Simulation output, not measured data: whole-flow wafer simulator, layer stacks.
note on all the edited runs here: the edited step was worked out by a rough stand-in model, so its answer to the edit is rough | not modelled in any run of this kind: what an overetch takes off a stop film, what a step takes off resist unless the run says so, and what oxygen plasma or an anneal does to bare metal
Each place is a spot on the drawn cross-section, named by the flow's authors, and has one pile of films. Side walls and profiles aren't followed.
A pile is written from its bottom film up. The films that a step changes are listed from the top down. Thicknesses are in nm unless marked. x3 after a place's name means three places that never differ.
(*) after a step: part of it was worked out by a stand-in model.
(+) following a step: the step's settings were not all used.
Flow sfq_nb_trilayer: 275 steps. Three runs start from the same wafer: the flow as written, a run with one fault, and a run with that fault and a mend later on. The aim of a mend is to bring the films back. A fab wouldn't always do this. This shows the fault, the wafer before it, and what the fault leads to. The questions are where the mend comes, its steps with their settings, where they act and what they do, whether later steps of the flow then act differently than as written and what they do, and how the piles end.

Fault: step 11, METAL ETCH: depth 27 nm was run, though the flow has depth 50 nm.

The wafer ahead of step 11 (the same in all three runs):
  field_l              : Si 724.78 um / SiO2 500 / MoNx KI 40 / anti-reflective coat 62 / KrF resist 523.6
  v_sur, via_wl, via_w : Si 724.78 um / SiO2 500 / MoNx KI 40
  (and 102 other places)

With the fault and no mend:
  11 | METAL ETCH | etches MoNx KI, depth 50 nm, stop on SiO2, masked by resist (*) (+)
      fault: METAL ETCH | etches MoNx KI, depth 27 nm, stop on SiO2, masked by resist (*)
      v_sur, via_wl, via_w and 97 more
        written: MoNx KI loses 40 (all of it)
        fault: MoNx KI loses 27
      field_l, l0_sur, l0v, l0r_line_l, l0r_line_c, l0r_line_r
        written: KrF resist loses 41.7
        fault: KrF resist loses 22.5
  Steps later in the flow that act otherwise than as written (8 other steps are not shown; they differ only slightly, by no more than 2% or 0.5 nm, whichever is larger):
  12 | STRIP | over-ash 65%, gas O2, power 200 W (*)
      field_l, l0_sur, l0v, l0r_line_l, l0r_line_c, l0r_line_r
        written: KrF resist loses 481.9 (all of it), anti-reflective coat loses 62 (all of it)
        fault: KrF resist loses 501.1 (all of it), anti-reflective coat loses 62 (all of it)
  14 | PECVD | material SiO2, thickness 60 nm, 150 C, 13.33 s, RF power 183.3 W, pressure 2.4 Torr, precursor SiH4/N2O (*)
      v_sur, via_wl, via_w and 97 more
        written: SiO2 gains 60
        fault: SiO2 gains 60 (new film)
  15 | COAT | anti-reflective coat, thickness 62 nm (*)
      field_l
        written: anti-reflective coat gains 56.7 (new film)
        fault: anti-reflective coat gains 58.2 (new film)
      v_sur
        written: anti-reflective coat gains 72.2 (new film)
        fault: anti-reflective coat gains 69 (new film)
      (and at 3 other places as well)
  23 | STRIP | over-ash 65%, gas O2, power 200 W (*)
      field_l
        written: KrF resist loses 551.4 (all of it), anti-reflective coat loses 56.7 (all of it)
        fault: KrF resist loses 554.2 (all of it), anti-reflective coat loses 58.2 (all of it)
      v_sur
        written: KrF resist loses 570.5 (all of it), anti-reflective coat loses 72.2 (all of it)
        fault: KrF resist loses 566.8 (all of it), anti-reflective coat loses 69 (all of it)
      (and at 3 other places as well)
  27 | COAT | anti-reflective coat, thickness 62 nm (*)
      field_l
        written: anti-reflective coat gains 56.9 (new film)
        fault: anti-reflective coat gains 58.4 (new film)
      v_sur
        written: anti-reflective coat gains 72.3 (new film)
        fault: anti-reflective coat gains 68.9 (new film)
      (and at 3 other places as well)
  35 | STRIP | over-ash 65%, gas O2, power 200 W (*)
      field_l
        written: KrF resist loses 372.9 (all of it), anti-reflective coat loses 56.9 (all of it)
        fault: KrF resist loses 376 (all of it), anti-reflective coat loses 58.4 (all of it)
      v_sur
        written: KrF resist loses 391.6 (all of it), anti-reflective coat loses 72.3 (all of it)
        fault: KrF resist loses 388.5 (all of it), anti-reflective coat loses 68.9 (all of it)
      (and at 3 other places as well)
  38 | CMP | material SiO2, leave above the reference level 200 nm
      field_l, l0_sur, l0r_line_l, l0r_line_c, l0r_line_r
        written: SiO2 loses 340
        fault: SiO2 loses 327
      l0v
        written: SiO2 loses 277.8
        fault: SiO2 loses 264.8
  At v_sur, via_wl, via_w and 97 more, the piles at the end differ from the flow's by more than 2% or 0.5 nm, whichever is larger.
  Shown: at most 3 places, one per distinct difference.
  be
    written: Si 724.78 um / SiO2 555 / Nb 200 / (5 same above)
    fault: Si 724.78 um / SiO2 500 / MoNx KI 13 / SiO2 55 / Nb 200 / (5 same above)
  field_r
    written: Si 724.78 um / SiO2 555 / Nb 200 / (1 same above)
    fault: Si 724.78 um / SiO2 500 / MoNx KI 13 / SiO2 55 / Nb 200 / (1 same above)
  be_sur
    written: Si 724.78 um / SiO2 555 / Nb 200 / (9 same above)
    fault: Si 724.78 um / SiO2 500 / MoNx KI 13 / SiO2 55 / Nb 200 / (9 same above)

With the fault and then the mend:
  The mend follows step 11.
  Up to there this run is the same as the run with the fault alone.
  11a | METAL ETCH | etches MoNx KI, depth 23 nm, stop on SiO2, masked by resist (+) (the flow's step 11 again, with other settings)
      v_sur, via_wl, via_w and 97 more
        MoNx KI loses 13 (all of it)
      field_l, l0_sur, l0v, l0r_line_l, l0r_line_c, l0r_line_r
        KrF resist loses 16.2
  None of the later steps of the flow differs from how it acts as written, at any place that is followed, by more than 2% or 0.5 nm, whichever is larger.
  At every place that both follow, the piles at the end match the flow's.
